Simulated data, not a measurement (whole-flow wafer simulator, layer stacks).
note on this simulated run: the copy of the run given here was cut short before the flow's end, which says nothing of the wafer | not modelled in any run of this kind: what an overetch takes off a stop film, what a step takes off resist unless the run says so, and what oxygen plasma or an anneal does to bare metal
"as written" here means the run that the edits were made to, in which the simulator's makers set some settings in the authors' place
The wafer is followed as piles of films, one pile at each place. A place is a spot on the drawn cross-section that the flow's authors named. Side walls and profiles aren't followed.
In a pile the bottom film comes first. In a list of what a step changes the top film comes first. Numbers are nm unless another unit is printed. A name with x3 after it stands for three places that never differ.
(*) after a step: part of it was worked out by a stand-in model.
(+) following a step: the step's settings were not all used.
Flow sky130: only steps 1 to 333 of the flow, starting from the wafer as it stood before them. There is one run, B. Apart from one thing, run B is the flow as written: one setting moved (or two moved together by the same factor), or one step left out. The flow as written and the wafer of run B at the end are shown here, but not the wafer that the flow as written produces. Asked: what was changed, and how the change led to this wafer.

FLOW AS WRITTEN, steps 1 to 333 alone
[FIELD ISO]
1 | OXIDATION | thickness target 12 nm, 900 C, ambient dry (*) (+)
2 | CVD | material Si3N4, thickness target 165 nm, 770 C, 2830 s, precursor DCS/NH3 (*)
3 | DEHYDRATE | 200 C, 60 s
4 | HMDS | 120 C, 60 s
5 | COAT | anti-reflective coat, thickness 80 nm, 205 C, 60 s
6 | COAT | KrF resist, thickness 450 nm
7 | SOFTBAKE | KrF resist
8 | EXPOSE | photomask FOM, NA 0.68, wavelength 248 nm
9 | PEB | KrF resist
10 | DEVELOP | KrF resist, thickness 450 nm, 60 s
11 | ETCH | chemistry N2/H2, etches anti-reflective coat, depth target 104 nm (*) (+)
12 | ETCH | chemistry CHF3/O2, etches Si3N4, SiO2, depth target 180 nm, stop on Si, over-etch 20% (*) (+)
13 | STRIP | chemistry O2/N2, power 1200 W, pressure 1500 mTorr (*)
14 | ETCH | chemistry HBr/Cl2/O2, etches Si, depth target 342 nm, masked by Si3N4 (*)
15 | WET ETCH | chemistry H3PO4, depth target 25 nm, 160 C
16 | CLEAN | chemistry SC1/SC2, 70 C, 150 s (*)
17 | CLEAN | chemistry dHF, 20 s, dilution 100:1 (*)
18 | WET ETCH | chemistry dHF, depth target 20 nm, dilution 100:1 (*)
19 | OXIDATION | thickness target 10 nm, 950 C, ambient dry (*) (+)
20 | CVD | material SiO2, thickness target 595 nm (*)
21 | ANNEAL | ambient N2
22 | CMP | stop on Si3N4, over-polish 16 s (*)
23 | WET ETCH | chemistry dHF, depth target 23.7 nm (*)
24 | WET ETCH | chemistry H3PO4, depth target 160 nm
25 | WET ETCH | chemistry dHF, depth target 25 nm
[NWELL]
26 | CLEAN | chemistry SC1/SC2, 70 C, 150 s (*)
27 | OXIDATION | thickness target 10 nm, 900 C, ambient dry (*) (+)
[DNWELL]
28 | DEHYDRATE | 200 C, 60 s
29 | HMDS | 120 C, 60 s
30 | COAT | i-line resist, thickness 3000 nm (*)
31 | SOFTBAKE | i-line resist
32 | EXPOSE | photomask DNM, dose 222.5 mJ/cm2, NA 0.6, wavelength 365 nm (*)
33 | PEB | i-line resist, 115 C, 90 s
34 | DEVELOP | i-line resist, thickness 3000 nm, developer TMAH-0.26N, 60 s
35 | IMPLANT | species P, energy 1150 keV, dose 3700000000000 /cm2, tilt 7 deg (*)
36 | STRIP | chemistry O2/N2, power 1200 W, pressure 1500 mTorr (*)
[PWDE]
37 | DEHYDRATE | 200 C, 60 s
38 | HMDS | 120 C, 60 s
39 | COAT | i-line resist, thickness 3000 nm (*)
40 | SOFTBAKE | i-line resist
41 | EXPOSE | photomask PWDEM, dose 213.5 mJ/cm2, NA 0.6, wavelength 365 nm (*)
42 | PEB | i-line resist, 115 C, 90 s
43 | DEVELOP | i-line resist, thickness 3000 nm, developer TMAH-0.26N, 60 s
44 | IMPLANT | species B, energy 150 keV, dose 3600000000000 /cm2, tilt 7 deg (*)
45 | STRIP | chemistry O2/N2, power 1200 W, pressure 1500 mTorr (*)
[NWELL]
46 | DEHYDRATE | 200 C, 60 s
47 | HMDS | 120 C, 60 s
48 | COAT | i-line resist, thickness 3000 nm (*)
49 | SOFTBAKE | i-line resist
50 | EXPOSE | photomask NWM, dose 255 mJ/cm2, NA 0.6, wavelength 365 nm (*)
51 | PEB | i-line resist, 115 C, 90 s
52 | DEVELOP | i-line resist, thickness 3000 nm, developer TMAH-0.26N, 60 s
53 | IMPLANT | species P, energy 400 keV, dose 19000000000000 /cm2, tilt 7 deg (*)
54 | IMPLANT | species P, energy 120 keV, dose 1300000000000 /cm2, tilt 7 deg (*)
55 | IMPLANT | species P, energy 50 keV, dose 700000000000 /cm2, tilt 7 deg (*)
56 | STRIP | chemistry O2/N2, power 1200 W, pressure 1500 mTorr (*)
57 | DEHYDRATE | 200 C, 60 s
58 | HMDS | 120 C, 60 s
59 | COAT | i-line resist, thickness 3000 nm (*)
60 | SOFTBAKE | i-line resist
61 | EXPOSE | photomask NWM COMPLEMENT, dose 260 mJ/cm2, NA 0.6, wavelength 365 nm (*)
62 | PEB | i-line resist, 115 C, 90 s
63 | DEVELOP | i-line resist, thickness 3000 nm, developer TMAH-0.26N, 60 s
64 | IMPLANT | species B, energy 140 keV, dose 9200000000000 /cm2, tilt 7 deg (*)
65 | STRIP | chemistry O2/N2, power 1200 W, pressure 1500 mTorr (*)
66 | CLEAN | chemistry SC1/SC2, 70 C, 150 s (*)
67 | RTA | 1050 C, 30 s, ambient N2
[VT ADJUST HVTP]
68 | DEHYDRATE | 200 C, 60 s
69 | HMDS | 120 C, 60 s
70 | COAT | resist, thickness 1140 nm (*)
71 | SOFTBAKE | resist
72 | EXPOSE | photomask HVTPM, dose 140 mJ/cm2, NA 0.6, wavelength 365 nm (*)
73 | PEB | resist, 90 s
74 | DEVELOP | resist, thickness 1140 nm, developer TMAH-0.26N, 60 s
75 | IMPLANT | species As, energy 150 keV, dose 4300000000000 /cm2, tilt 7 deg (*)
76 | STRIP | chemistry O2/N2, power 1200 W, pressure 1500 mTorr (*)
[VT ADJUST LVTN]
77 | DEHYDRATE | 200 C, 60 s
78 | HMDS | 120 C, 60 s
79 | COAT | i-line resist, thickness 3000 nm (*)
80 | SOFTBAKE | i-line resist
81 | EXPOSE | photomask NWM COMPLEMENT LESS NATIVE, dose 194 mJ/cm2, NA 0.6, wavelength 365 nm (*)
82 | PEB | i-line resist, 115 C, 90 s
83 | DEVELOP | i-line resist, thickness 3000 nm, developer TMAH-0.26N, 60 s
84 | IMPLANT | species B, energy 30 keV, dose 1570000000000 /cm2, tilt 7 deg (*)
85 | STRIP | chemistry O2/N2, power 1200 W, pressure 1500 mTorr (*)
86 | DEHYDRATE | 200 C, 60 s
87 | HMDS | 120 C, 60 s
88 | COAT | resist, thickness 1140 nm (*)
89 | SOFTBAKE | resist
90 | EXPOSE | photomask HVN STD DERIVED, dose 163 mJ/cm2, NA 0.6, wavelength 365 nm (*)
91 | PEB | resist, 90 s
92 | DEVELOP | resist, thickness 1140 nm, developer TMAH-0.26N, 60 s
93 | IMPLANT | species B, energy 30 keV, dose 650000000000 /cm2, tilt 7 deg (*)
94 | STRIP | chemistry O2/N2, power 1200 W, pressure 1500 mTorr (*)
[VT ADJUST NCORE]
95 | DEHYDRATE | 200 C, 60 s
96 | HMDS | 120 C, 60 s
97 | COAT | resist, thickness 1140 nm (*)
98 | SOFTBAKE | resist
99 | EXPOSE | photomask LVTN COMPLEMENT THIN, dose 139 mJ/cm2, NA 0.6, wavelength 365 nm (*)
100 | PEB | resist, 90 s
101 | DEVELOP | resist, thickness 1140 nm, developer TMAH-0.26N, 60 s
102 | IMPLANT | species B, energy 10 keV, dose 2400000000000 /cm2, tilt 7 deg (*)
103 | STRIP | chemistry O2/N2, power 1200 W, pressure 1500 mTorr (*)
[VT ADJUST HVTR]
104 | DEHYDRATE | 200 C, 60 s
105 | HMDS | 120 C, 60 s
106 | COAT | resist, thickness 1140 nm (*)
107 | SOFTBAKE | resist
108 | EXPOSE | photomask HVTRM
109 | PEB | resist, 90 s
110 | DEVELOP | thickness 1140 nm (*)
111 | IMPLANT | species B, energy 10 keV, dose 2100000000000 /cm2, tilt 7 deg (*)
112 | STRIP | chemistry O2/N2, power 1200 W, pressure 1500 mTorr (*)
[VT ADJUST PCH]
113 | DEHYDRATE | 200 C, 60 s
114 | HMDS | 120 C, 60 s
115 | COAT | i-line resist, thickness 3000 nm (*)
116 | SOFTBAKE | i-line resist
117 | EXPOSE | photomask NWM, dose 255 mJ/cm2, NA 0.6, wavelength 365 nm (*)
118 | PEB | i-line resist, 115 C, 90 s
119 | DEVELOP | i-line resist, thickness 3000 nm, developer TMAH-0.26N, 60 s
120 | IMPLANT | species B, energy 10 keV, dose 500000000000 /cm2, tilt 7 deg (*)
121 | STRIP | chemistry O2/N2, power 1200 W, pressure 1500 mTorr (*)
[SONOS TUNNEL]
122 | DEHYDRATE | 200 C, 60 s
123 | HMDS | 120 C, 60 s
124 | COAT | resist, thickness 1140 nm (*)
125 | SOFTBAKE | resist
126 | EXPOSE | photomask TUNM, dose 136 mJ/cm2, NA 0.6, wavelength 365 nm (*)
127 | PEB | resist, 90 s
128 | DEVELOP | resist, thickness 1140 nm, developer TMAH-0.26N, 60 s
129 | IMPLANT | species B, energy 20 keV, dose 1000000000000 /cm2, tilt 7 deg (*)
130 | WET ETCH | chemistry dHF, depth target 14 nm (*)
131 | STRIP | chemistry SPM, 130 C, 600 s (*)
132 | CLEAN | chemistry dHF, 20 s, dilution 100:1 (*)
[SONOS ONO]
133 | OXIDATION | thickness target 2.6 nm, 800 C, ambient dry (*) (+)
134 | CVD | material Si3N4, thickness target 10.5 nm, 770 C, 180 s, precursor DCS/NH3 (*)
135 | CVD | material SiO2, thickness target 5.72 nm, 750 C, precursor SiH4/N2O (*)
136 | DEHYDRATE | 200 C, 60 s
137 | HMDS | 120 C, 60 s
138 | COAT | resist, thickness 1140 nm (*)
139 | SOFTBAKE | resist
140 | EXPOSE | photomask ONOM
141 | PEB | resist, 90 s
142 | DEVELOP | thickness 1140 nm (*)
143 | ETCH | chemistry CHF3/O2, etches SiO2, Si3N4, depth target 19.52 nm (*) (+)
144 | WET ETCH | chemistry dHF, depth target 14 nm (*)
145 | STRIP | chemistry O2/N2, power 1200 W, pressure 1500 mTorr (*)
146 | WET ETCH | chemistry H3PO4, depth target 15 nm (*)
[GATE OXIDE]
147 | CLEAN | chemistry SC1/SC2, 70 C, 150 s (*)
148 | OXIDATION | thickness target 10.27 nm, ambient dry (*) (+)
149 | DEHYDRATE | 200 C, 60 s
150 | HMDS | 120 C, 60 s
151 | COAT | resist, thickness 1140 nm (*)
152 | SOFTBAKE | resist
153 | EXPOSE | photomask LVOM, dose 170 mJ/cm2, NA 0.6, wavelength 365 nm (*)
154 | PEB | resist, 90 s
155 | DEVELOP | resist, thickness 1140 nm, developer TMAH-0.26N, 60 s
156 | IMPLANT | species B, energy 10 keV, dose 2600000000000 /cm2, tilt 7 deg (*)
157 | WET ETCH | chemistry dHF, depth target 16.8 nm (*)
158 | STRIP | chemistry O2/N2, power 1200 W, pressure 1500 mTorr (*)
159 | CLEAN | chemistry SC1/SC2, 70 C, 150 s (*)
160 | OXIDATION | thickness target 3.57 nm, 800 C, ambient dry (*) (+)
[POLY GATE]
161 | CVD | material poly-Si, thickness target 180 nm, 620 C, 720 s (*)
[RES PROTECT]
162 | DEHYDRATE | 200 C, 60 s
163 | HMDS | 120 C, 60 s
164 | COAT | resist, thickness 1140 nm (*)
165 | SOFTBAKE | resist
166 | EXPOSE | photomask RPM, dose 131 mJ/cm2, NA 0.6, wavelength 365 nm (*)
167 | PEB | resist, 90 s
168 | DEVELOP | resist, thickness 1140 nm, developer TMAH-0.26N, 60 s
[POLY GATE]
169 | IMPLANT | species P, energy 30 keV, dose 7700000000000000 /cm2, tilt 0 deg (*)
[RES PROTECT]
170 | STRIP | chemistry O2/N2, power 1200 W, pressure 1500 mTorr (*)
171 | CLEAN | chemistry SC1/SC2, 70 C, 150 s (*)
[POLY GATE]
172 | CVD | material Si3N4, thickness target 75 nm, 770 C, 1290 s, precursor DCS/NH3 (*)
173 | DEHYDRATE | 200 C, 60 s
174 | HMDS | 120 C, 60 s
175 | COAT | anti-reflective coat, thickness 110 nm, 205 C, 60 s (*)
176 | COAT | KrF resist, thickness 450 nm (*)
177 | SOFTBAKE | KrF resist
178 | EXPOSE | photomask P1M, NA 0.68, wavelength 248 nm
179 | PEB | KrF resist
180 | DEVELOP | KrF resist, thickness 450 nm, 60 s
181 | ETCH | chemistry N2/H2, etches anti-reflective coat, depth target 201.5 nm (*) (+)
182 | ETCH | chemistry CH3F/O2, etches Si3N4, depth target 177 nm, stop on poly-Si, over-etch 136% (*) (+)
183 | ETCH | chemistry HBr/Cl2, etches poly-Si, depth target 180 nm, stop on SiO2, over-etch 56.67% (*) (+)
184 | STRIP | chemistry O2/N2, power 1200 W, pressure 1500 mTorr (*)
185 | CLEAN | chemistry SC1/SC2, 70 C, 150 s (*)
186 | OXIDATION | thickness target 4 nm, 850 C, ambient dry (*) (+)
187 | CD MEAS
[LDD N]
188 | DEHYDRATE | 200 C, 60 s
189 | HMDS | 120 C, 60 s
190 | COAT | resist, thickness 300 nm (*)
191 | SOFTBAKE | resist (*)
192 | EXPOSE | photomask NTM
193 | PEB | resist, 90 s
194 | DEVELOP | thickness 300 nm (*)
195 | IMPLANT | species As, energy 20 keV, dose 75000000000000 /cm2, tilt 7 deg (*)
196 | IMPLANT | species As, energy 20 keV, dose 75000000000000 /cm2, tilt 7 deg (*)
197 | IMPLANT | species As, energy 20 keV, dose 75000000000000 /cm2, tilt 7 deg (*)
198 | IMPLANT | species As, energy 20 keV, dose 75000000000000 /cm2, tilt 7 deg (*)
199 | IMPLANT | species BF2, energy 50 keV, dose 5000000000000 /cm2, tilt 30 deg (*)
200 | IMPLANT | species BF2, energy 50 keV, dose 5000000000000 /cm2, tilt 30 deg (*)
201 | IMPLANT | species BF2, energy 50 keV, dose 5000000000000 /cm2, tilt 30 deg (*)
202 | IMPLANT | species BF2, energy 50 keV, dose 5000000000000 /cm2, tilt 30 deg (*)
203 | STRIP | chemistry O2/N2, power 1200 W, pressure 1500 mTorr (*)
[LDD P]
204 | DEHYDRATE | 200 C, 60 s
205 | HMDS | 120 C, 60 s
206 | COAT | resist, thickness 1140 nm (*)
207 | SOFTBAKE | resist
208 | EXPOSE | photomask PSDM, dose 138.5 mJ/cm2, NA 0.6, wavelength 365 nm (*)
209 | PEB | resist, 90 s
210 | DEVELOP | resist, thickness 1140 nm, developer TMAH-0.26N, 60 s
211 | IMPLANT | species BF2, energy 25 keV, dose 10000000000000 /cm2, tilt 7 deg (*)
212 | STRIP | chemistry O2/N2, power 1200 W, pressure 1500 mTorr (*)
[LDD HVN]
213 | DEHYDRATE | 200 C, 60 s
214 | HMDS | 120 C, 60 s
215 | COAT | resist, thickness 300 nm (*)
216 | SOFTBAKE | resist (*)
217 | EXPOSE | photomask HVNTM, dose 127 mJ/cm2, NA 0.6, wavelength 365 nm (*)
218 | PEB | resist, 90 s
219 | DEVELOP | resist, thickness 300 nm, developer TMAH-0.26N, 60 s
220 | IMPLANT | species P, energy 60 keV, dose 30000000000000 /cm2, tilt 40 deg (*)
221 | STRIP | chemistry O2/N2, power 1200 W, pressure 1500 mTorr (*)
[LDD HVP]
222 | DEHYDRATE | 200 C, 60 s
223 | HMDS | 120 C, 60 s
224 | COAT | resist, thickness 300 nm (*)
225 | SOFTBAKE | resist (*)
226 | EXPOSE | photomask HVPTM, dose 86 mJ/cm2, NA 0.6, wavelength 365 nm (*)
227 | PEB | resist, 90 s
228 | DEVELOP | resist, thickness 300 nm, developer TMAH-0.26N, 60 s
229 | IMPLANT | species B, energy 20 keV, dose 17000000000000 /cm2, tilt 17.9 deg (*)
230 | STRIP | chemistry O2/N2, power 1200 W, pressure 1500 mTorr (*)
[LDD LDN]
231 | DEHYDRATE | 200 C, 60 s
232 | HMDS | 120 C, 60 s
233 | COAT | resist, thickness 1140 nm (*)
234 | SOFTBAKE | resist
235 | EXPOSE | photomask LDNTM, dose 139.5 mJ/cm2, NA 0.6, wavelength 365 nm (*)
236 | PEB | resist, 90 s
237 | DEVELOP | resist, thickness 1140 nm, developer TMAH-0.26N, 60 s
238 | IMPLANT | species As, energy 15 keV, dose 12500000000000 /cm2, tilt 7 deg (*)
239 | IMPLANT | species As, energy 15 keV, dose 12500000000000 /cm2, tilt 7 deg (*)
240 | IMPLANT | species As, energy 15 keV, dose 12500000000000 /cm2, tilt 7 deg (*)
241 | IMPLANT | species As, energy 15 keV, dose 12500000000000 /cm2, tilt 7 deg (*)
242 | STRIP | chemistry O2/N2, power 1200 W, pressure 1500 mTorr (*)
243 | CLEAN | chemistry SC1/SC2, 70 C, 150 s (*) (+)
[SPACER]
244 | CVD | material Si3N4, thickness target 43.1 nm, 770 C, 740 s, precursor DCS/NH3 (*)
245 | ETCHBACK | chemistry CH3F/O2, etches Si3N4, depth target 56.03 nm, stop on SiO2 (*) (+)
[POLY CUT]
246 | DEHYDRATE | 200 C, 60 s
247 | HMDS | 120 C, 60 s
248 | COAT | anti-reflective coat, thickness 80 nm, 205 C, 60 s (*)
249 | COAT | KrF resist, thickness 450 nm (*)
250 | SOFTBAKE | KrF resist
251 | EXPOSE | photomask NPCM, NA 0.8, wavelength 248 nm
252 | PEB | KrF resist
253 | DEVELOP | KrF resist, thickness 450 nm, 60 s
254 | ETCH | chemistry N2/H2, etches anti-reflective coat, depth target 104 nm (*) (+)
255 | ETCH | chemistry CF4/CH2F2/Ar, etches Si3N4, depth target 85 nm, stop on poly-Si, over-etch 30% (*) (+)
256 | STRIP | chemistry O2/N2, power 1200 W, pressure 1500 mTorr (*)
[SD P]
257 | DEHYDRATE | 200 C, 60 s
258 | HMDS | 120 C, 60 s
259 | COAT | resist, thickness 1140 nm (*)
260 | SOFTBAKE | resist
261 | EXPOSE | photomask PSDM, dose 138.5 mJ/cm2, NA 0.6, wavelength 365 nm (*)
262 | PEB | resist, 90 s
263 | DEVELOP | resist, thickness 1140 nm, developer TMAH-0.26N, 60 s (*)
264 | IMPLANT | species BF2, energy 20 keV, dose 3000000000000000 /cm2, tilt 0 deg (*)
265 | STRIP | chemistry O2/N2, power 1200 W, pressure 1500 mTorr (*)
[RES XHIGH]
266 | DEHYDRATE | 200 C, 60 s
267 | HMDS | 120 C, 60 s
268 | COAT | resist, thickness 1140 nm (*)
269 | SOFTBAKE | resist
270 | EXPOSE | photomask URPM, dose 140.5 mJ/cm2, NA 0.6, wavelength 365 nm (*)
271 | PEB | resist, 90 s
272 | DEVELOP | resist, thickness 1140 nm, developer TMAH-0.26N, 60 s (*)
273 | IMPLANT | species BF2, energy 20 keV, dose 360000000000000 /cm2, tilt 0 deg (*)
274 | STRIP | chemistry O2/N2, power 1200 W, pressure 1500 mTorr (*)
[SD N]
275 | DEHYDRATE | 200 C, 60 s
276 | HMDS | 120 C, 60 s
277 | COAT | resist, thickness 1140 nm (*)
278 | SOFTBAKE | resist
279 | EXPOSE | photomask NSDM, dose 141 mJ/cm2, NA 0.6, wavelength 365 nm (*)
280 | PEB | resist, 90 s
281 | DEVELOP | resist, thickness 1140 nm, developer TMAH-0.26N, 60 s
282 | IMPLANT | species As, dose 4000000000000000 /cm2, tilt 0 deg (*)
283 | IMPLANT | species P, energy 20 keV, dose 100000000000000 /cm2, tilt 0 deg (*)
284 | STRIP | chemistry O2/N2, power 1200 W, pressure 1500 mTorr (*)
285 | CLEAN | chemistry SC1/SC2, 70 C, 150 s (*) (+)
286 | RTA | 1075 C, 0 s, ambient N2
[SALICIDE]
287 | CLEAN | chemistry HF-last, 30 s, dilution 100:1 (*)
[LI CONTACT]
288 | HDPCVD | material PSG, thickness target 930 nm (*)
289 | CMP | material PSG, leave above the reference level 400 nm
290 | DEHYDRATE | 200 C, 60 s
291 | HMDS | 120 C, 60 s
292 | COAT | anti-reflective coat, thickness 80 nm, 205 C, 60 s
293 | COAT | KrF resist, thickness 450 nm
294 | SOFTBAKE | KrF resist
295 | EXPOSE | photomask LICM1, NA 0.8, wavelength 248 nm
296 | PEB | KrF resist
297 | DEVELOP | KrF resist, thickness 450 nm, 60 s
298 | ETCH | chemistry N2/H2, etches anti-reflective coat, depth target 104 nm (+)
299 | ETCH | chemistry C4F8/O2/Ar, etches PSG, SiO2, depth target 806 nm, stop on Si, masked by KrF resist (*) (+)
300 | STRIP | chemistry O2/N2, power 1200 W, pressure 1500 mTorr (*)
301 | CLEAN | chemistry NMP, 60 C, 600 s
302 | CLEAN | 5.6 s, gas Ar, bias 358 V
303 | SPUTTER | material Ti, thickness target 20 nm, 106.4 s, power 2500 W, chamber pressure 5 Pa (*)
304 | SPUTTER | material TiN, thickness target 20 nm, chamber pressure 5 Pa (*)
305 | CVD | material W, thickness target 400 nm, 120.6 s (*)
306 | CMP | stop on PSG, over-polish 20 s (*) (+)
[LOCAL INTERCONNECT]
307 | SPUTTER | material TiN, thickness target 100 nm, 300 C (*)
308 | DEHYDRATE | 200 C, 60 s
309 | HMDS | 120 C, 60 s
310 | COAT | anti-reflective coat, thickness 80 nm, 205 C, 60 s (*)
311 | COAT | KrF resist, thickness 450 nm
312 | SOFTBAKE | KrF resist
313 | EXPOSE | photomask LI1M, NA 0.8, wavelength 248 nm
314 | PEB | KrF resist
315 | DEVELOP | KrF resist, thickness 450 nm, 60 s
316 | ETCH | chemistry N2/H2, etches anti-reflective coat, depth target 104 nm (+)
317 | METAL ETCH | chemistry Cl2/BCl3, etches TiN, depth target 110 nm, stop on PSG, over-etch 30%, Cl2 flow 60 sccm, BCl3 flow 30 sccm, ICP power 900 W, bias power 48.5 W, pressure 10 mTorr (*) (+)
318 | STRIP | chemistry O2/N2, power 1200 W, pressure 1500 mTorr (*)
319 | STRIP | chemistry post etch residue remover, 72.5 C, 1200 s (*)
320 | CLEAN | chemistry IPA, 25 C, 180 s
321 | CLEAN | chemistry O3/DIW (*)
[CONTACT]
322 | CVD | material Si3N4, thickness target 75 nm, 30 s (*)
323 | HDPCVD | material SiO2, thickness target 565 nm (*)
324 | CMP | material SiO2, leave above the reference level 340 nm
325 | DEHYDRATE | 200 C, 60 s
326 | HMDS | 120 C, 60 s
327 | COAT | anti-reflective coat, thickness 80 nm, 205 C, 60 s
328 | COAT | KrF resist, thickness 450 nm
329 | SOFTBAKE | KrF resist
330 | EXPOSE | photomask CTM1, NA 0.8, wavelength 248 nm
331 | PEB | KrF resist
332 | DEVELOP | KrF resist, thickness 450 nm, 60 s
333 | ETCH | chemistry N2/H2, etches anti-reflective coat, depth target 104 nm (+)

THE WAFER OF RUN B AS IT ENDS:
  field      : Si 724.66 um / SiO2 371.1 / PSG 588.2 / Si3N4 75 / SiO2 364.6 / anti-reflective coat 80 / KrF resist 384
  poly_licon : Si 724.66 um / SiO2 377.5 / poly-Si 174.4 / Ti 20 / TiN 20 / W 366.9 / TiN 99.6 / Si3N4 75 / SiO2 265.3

What caused this: step 333, ETCH: depth target 88.6 nm was run, though the flow has depth target 104 nm.

Step by step, how the change led to this:
  333 | ETCH | chemistry N2/H2, etches anti-reflective coat, depth target 104 nm (+)
      field, active, n_well and 184 more: -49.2 KrF resist (it would be, as written: -57.8 KrF resist)
